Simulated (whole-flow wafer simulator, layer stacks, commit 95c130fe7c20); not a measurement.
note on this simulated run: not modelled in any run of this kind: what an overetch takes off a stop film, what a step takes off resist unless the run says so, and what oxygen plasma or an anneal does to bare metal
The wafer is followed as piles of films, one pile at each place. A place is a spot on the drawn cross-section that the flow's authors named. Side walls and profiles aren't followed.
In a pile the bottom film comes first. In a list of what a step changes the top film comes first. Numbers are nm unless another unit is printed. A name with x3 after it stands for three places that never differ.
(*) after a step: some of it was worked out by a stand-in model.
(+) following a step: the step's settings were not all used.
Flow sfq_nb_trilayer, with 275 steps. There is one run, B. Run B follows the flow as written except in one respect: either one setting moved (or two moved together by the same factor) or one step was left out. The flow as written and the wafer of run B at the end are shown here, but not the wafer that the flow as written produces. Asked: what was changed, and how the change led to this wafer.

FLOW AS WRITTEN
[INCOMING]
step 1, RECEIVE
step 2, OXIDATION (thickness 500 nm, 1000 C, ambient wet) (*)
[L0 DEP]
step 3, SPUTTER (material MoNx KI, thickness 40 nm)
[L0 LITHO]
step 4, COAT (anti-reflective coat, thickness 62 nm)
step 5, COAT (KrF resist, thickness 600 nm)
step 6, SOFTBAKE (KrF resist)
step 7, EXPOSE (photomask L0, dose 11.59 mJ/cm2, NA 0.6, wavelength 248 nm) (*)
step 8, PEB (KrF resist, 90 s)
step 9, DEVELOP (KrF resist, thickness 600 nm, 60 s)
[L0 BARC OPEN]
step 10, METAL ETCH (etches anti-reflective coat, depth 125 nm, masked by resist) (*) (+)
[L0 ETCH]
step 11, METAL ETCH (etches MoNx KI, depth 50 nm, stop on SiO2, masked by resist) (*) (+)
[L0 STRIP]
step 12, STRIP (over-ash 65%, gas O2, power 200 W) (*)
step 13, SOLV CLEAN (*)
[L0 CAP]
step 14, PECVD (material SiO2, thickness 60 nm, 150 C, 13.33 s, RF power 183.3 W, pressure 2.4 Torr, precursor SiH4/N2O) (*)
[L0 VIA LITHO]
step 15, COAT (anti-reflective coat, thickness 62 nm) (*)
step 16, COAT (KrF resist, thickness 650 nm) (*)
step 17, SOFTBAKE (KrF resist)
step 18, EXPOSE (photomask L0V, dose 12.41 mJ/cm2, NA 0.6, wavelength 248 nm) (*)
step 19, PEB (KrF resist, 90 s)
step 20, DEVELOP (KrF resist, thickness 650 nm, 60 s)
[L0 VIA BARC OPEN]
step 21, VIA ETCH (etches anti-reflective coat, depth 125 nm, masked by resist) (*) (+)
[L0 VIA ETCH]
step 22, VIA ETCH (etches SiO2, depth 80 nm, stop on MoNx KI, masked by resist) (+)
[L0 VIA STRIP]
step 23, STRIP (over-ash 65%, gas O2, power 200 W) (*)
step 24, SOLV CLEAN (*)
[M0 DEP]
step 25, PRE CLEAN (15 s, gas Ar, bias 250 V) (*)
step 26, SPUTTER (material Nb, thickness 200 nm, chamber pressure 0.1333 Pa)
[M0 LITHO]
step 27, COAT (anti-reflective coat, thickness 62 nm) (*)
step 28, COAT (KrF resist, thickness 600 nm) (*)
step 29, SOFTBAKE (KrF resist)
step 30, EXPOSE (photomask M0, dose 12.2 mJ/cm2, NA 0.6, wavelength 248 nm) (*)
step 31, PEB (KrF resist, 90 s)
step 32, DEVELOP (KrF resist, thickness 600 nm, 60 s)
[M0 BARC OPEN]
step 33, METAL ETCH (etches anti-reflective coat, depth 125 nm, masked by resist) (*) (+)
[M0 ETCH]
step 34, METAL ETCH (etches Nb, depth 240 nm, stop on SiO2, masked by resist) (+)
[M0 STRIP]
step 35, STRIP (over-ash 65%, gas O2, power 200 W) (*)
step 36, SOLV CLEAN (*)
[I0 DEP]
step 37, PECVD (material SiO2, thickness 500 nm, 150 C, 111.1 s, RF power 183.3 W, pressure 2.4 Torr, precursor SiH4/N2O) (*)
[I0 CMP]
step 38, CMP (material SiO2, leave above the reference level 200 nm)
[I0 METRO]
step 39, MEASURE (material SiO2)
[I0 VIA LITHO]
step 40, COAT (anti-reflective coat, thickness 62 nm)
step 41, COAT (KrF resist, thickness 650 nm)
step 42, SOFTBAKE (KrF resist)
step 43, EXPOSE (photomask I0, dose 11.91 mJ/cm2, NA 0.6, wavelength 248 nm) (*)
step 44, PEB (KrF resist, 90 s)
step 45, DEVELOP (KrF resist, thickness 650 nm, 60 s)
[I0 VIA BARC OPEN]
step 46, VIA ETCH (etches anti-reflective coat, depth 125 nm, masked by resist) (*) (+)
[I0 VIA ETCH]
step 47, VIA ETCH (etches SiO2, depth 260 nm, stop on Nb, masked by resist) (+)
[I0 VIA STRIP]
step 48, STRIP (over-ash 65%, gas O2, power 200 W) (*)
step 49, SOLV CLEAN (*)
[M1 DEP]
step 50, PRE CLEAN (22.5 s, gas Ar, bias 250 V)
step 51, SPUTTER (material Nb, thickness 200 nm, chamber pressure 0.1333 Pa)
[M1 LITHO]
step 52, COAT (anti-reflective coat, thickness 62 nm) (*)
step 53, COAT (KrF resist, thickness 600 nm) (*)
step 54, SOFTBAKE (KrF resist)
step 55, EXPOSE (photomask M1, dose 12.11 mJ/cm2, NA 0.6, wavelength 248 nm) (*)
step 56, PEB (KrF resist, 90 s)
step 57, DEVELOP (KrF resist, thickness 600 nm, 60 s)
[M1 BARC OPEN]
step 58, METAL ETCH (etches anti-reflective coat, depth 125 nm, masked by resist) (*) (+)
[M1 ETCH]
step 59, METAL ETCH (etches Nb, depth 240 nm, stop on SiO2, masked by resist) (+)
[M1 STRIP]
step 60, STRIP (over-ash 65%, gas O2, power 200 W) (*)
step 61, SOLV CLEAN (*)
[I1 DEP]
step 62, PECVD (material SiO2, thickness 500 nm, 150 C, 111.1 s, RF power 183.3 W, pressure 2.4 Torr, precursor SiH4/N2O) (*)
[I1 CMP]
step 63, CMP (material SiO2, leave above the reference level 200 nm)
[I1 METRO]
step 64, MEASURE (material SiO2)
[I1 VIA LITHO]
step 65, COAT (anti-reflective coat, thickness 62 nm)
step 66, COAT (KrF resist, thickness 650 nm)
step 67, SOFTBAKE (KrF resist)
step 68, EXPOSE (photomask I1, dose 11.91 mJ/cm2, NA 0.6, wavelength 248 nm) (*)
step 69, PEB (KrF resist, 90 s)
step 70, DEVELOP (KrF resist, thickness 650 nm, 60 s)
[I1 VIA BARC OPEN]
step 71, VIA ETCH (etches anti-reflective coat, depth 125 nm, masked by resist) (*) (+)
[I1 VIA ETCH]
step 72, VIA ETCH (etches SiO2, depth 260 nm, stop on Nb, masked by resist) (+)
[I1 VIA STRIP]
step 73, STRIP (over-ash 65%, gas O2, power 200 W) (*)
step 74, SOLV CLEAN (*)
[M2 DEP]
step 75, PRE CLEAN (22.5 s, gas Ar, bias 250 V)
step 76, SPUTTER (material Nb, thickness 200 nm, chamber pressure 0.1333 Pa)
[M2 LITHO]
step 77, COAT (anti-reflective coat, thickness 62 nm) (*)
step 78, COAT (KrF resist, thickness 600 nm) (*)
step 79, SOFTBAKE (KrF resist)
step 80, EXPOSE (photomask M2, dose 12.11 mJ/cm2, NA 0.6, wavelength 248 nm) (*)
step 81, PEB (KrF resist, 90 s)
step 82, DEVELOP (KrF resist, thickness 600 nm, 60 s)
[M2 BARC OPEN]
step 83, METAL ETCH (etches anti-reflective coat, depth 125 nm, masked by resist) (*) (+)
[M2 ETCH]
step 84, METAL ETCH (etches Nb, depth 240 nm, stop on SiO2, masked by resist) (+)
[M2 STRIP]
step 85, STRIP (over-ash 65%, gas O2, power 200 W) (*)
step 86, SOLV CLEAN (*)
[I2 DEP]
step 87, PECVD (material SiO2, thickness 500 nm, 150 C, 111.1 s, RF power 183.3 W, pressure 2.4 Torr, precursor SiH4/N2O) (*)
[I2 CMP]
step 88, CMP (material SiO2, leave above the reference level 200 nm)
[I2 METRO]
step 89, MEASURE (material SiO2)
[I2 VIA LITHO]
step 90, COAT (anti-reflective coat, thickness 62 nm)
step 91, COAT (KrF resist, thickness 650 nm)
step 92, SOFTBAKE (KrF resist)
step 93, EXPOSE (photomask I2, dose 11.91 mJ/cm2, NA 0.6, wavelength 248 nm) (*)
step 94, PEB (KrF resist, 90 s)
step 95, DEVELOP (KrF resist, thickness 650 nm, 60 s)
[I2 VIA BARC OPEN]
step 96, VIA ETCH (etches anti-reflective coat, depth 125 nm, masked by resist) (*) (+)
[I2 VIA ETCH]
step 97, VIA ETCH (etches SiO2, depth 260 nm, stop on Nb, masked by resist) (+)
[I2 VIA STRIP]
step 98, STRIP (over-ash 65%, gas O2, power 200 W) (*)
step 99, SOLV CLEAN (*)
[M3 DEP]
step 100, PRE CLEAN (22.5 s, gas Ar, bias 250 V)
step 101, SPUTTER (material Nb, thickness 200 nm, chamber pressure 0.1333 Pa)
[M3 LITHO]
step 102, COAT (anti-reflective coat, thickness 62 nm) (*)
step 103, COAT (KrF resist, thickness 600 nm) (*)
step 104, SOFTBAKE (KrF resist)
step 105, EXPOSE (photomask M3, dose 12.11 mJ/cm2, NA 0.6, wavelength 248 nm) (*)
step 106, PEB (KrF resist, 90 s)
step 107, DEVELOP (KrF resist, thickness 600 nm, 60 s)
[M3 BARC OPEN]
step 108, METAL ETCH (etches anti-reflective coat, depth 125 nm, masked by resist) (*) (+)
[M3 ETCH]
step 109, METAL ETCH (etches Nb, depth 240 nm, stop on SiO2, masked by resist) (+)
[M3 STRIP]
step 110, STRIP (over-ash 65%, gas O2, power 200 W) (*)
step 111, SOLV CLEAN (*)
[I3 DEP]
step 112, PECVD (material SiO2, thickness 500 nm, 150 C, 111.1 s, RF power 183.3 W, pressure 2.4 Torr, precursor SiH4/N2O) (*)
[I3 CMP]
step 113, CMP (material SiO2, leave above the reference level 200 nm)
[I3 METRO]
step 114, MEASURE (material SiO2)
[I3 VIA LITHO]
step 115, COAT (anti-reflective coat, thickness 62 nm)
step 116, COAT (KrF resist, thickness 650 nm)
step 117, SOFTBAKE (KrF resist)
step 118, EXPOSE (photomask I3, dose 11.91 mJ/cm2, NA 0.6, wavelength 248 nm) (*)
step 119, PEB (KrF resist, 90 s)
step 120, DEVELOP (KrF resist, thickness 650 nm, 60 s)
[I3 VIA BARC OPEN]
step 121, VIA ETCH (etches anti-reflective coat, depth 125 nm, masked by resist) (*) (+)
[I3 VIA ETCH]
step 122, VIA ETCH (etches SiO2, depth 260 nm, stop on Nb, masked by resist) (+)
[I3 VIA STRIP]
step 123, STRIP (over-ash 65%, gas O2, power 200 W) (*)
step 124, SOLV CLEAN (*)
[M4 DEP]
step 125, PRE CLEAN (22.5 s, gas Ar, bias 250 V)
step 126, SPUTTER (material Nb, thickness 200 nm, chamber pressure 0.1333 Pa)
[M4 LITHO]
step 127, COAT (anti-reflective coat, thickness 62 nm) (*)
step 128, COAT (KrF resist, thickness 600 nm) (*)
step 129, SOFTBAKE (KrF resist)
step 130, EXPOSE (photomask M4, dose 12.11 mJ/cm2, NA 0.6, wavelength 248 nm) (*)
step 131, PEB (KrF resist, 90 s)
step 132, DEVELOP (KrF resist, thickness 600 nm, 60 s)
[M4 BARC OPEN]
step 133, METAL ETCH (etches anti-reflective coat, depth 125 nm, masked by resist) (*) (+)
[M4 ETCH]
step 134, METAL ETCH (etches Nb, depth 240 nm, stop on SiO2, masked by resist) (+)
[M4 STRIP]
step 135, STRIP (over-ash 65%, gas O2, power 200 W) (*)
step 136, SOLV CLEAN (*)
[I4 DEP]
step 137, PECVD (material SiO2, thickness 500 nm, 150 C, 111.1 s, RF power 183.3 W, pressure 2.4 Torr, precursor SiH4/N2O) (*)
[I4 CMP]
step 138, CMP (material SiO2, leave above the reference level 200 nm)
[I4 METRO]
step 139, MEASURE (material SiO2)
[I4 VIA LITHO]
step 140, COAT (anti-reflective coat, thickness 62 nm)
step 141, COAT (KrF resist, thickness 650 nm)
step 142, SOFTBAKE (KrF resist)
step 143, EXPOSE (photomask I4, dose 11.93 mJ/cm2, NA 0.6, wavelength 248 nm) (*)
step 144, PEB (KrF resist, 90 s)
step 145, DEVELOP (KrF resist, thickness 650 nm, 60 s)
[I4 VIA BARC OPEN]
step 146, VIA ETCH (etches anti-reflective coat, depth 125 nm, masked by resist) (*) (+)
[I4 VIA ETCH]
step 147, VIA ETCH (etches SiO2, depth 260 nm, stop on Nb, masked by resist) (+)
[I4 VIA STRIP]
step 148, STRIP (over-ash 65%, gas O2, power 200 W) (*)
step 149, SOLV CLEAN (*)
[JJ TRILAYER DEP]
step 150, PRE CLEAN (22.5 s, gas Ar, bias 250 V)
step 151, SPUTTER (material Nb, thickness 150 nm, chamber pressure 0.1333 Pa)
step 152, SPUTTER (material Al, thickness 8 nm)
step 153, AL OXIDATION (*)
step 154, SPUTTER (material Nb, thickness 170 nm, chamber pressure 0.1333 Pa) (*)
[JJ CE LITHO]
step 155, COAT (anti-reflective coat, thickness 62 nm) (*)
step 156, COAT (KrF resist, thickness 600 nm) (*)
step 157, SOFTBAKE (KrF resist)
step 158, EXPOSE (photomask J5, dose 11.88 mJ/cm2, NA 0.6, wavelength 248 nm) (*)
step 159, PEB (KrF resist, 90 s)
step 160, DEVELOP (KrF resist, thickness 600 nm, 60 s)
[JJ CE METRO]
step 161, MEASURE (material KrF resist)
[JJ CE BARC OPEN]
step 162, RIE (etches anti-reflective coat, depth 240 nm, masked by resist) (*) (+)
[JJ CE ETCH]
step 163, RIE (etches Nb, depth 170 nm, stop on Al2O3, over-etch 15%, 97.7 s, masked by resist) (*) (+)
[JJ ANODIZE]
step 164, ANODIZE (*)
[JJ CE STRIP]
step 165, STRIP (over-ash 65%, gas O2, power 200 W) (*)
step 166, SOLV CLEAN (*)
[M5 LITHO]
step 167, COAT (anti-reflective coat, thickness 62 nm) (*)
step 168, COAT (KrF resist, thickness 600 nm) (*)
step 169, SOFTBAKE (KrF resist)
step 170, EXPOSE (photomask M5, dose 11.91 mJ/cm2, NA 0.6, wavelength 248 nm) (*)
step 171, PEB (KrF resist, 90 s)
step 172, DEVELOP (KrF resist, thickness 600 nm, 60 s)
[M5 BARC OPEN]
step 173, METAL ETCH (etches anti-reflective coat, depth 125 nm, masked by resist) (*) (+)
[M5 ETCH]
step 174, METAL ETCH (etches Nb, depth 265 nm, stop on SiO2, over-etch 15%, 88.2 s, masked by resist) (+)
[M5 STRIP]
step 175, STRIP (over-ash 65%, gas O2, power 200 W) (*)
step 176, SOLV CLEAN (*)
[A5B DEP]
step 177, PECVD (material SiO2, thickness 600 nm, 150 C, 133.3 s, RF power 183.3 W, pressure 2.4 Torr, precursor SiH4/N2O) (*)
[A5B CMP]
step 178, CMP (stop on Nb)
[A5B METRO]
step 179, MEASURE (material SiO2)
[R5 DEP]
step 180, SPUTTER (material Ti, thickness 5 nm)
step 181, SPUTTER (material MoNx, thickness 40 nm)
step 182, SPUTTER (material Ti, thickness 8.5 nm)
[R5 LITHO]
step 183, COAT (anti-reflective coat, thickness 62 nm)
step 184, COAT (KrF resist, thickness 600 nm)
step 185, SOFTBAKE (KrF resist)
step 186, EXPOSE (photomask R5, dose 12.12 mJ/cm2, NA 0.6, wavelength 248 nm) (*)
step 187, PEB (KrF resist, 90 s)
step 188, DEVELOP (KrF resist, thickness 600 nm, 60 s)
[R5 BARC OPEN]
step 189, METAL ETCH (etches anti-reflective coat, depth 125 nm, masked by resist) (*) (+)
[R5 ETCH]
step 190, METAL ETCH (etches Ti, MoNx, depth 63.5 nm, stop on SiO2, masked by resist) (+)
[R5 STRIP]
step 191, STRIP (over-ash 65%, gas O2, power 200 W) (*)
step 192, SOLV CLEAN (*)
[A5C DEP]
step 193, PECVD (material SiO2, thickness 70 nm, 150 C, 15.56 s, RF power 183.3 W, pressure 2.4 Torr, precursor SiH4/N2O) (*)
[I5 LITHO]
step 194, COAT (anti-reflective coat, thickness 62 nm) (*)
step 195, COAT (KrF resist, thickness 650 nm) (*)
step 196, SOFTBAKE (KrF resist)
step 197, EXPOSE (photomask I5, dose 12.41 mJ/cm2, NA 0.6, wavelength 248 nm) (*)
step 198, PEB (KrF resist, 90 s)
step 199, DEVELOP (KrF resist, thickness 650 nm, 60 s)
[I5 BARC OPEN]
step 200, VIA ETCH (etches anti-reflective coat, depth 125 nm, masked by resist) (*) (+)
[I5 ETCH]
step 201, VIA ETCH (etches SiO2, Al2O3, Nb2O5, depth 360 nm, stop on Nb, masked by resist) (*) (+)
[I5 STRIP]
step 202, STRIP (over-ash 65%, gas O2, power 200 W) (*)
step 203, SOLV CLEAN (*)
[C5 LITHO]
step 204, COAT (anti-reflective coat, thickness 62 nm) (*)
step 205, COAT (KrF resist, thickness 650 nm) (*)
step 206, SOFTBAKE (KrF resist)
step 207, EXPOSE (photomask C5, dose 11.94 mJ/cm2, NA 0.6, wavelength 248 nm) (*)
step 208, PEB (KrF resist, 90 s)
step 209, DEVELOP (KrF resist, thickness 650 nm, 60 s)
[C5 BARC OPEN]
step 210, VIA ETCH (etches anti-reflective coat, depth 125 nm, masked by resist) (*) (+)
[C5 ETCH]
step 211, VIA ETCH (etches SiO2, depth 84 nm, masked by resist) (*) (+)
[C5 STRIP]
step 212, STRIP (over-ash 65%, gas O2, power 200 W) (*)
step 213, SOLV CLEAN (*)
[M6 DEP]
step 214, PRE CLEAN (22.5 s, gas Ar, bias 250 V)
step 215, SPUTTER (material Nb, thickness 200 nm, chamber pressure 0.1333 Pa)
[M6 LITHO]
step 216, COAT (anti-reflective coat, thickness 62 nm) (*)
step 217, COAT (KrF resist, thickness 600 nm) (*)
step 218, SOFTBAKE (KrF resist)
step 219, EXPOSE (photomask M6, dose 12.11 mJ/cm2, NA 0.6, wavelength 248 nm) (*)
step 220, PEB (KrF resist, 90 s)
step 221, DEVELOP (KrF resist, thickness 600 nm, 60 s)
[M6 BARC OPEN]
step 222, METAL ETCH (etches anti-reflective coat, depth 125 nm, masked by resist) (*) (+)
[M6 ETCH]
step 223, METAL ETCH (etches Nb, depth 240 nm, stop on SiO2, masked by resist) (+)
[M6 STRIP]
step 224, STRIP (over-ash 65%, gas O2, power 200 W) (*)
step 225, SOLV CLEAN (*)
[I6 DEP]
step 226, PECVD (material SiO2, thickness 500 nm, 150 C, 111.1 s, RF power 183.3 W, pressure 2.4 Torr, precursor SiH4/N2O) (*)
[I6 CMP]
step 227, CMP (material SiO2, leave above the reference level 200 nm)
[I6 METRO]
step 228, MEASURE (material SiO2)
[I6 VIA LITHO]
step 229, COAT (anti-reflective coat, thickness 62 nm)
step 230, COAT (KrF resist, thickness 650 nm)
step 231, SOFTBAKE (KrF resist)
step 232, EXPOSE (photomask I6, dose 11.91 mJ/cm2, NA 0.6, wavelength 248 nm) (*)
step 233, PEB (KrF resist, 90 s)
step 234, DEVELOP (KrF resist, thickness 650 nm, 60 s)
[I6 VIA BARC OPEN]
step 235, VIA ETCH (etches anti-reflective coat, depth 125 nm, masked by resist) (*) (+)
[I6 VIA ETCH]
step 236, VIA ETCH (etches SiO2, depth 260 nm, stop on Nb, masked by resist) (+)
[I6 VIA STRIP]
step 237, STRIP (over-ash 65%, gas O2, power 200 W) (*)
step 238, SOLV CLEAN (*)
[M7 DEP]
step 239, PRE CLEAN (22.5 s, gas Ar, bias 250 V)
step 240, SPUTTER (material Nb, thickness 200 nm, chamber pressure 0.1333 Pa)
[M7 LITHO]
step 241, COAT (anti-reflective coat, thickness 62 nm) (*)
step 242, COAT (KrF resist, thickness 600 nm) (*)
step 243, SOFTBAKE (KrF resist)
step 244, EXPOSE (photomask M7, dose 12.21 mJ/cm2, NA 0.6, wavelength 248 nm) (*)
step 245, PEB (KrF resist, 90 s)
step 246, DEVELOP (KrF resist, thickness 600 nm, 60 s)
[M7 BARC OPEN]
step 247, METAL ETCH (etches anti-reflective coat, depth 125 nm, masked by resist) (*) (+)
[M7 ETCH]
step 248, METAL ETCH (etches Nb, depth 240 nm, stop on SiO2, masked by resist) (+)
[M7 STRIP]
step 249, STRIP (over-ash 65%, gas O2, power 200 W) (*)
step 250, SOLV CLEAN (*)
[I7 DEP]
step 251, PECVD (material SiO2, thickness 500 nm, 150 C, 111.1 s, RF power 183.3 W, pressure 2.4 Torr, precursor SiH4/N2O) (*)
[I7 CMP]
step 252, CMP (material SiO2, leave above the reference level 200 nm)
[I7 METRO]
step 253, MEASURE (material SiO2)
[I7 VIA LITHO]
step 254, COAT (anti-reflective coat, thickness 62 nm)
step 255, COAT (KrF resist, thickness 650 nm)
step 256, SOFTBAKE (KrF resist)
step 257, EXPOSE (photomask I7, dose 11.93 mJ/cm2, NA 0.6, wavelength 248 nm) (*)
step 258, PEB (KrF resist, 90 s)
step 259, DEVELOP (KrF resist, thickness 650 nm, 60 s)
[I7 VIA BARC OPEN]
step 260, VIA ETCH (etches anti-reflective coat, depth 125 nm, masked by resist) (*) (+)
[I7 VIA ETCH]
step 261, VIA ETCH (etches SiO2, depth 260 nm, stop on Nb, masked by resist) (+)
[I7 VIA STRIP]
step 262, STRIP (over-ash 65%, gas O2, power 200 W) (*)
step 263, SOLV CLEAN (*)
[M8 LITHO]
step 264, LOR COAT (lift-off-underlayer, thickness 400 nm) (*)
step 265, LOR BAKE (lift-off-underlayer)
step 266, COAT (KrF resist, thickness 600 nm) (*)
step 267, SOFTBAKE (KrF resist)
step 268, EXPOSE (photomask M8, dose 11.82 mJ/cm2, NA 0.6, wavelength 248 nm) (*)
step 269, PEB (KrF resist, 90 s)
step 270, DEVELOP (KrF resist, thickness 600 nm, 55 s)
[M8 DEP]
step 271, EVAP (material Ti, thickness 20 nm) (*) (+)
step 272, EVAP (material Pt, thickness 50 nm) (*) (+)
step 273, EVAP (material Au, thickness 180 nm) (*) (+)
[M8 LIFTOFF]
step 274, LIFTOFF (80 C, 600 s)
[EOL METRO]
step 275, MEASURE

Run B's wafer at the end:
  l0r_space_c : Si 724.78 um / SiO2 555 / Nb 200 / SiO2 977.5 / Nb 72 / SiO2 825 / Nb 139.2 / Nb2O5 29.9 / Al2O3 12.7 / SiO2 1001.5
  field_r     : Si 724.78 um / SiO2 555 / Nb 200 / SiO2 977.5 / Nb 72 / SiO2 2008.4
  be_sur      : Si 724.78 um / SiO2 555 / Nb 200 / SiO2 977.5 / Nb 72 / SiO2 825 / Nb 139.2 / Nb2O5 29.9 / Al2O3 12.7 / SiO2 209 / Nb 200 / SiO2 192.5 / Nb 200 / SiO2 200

The reason: step 101, SPUTTER: thickness 312 nm was run, though the flow has thickness 200 nm.

The path from the change to this, step by step:
  step 101, SPUTTER (material Nb, thickness 200 nm, chamber pressure 0.1333 Pa)
      field_l, v_sur, via_wl and 102 more: +312 Nb (new film) (it would be, as written: +200 Nb (new film))
      via_w: +260 Nb (it would be, as written: +165.5 Nb)
  step 102, COAT (anti-reflective coat, thickness 62 nm) (*)
      via_w: +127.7 anti-reflective coat (new film) (it would be, as written: +124.8 anti-reflective coat (new film))
  step 109, METAL ETCH (etches Nb, depth 240 nm, stop on SiO2, masked by resist) (+)
      field_l, be, be_sur and 72 more: -240 Nb (it would be, as written: -200 Nb (all of it))
  step 110, STRIP (over-ash 65%, gas O2, power 200 W) (*)
      via_w: -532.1 KrF resist (all of it), -127.7 anti-reflective coat (all of it) (it would be, as written: -520 KrF resist (all of it), -124.8 anti-reflective coat (all of it))
  step 112, PECVD (material SiO2, thickness 500 nm, 150 C, 111.1 s, RF power 183.3 W, pressure 2.4 Torr, precursor SiH4/N2O) (*)
      field_l, be, be_sur and 64 more: +500 SiO2 (new film) (it would be, as written: +500 SiO2)
      p4_g1, p4_g2, p3_s0, p3_s1, p3_s2, p3_s3, p3_s4, p3_s5: +597.1 SiO2 (new film) (it would be, as written: +557.1 SiO2)
  step 113, CMP (material SiO2, leave above the reference level 200 nm)
      field_l, be, be_sur and 64 more: -60 SiO2 (it would be, as written: -100 SiO2)
      via_w: -157.1 SiO2 (it would be, as written: -181.6 SiO2)
With metal films that touch counted as one body, l0r_space_c has 3 bodies (between them, from the top down: SiO2 825; SiO2 977.5); the flow as written gives 2 bodies (between them, from the top down: SiO2 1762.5).
With metal films that touch counted as one body, field_r has 2 bodies (between them, from the top down: SiO2 977.5); the flow as written gives 1 body.
With metal films that touch counted as one body, be_sur has 5 bodies (between them, from the top down: SiO2 192.5; SiO2 209 / Al2O3 12.7 / Nb2O5 29.9; SiO2 825; SiO2 977.5); the flow as written gives 4 bodies (between them, from the top down: SiO2 192.5; SiO2 209 / Al2O3 12.7 / Nb2O5 29.9; SiO2 1762.5).
